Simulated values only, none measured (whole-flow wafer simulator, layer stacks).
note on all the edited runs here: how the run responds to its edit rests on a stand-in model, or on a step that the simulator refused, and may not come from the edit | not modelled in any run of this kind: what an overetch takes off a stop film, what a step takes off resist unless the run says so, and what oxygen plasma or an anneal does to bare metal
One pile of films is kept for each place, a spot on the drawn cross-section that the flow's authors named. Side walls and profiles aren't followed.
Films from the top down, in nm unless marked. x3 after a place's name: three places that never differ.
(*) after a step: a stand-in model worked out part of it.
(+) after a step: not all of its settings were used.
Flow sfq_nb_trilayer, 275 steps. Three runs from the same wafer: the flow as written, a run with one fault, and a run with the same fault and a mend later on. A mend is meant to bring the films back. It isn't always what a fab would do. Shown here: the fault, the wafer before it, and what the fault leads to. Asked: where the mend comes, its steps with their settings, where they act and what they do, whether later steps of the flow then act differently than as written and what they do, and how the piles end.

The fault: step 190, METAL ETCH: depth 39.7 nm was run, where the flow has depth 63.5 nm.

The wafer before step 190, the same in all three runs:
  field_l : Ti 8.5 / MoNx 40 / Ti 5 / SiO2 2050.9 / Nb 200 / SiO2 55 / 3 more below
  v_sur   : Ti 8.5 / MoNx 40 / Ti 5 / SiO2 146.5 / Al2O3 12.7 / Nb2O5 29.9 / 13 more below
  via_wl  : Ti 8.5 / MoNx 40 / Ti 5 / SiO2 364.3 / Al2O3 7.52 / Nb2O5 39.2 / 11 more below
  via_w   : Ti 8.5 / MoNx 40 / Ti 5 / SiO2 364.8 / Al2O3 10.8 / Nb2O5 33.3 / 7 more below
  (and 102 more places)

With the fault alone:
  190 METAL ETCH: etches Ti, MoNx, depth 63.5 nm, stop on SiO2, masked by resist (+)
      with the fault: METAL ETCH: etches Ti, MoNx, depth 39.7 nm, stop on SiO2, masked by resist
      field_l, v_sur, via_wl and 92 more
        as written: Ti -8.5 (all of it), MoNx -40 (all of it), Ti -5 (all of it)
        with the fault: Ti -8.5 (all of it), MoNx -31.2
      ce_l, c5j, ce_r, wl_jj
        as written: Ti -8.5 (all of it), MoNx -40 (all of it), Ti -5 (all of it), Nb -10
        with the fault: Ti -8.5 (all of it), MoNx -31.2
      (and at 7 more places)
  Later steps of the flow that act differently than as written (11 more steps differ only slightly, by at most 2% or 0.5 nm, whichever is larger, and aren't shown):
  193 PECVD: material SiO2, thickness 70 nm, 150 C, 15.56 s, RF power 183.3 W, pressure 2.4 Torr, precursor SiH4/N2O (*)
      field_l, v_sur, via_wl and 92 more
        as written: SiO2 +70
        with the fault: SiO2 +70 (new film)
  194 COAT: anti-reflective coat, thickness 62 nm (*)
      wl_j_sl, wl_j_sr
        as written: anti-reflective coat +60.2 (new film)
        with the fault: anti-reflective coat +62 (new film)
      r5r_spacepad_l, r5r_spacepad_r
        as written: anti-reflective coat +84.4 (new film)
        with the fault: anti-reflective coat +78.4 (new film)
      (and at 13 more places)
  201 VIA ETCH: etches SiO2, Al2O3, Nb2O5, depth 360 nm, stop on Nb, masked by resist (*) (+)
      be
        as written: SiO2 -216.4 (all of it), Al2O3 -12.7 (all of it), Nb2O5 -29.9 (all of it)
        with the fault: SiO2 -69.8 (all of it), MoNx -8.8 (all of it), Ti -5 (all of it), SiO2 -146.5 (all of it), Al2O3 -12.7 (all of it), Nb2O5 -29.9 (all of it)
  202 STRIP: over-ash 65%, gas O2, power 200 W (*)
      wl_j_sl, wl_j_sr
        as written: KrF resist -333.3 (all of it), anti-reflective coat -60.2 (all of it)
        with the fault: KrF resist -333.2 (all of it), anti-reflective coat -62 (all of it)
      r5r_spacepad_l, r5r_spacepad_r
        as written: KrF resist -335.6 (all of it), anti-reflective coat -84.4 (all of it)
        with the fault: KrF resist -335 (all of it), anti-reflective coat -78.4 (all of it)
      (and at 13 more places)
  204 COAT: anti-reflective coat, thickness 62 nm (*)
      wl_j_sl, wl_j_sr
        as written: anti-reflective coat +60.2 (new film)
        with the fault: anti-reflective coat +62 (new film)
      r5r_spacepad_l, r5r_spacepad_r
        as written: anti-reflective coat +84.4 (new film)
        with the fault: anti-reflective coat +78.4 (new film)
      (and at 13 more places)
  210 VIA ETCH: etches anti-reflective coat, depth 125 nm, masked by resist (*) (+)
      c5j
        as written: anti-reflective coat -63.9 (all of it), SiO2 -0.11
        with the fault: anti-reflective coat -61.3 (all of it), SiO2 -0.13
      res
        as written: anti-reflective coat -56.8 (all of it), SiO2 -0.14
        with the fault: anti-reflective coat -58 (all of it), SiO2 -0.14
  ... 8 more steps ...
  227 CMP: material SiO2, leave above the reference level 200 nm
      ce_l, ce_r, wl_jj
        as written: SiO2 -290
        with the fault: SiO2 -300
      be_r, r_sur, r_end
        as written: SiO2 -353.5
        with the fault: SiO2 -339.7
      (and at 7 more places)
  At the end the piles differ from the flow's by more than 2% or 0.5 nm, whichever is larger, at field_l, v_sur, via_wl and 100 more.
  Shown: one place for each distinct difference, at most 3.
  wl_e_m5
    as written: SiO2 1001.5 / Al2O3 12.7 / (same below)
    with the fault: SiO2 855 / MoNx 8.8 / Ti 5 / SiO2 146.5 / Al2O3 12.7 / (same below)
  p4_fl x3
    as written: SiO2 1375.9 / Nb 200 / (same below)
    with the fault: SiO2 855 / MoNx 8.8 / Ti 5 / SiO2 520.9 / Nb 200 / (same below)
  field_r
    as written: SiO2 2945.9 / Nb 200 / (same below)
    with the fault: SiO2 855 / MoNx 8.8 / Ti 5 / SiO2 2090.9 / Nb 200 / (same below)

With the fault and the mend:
  The mend comes after step 191.
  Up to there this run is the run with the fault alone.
  191a COAT: anti-reflective coat, thickness 62 nm (*) (the flow's step 183 once more)
      p4_fl x3, p4_w1 x9, p4_g1 x2 and 57 more
        anti-reflective coat +62 (new film)
      field_l, v_sur, via_wl and 7 more
        anti-reflective coat +62.2 (new film)
      wire, be, be_sur, lsp_m, ln_m6
        anti-reflective coat +62.3 (new film)
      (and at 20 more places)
  191b COAT: KrF resist, thickness 600 nm (*) (the flow's step 184 once more)
      p4_fl x3, p4_w1 x9, p4_g1 x2 and 57 more
        KrF resist +600 (new film)
      v_sur, via_wl, via_w, via_wr
        KrF resist +600.5 (new film)
      via_sp, l0_sur, l0v
        KrF resist +600.6 (new film)
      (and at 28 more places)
  191c SOFTBAKE: KrF resist (the flow's step 185 once more)
      changes no film at any place that is followed
  191d EXPOSE: photomask R5, dose 12.12 mJ/cm2, NA 0.6, wavelength 248 nm (*) (the flow's step 186 once more)
      changes no film at any place that is followed
  191e PEB: KrF resist, 90 s (the flow's step 187 once more)
      field_l, v_sur, via_wl and 77 more
        KrF resist -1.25
      wire, be, be_sur and 14 more
        KrF resist -1.26
      be_r, r_sur, res, r_end
        KrF resist -1.22
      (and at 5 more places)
  191f DEVELOP: KrF resist, thickness 600 nm, 60 s (the flow's step 188 once more)
      p4_fl x3, p4_w1 x9, p4_g1 x2 and 57 more
        KrF resist -598.7 (all of it)
      be_r, r_sur, res, r_end, r5r_line_l, r5r_line_c, r5r_line_r
        KrF resist -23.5
      field_l, v_sur, via_wl, via_w
        KrF resist -599.2 (all of it)
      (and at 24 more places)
  191g METAL ETCH: etches anti-reflective coat, depth 125 nm, masked by resist (*) (+) (the flow's step 189 once more)
      p4_fl x3, p4_w1 x9, p4_g1 x2 and 57 more
        anti-reflective coat -62 (all of it)
      field_l, v_sur, via_wl and 7 more
        anti-reflective coat -62.2 (all of it)
      be_r, r_sur, res, r_end, r5r_line_l, r5r_line_c, r5r_line_r
        KrF resist -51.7
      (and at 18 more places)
  191h METAL ETCH: etches Ti, MoNx, depth 23.8 nm, stop on SiO2, masked by resist (+) (the flow's step 190 once more, with other settings)
      field_l, v_sur, via_wl and 92 more
        MoNx -8.8 (all of it), Ti -5 (all of it)
      be_r, r_sur, res, r_end, r5r_line_l, r5r_line_c, r5r_line_r
        KrF resist -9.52
      ce_l, c5j, ce_r, wl_jj
        MoNx -8.8 (all of it), Ti -5 (all of it), Nb -10
  191i STRIP: over-ash 65%, gas O2, power 200 W (*) (the flow's step 191 once more)
      r5r_line_l, r5r_line_c, r5r_line_r
        KrF resist -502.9 (all of it), anti-reflective coat -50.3 (all of it)
      be_r
        KrF resist -497.7 (all of it), anti-reflective coat -55.3 (all of it)
      r_sur
        KrF resist -497.6 (all of it), anti-reflective coat -58.4 (all of it)
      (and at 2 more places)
  No later step of the flow acts differently than as written at any place that is followed.
  At the end the piles are the same as the flow's at every place that both follow.
